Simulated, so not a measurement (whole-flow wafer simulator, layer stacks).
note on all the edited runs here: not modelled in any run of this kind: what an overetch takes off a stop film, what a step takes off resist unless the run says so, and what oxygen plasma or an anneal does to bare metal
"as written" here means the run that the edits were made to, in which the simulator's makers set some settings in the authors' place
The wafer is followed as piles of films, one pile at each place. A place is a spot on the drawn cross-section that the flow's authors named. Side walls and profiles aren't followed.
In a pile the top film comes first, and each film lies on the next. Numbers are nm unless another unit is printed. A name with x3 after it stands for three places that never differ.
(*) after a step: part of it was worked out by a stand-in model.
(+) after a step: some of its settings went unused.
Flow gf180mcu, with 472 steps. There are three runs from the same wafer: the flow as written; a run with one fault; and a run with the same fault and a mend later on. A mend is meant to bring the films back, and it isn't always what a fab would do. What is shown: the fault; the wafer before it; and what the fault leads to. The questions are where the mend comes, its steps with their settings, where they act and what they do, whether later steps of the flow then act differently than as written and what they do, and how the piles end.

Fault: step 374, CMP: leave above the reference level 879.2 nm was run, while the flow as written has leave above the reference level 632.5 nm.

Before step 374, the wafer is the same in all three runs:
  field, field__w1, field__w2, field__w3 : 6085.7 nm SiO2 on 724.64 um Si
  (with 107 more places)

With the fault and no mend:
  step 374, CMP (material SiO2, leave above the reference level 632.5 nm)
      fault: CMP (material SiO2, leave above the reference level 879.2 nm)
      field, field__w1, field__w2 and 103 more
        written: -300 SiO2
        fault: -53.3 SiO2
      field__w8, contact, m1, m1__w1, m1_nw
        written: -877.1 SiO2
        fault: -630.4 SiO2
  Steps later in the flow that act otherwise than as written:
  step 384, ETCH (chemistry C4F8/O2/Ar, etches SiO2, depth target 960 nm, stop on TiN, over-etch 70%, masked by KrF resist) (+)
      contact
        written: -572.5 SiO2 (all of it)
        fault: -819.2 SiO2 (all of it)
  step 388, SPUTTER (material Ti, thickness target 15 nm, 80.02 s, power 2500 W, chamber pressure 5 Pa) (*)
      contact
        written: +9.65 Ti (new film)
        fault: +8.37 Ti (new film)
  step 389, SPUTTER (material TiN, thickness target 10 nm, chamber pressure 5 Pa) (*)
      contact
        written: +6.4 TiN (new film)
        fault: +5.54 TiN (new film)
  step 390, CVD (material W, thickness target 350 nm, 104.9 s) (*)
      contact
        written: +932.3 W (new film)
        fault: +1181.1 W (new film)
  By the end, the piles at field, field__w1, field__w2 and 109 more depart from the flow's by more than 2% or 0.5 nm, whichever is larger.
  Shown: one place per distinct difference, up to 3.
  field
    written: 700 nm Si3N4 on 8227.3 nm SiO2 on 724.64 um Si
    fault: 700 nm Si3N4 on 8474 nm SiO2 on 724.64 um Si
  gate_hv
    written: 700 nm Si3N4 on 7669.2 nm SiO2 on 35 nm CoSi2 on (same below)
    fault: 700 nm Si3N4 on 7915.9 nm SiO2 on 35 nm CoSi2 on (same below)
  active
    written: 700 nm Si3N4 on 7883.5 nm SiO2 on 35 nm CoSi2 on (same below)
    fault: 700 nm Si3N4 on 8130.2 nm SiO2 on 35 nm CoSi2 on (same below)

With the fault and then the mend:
  The mend stands after step 374.
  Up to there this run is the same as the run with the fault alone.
  step 374a, CMP (material SiO2, leave above the reference level 632.5 nm) (the flow's step 374 again)
      field, field__w1, field__w2 and 108 more
        -246.7 SiO2
  Later steps of the flow that are run all act as written at every place that is followed.
  The piles end the same as the flow's at every place that both follow.
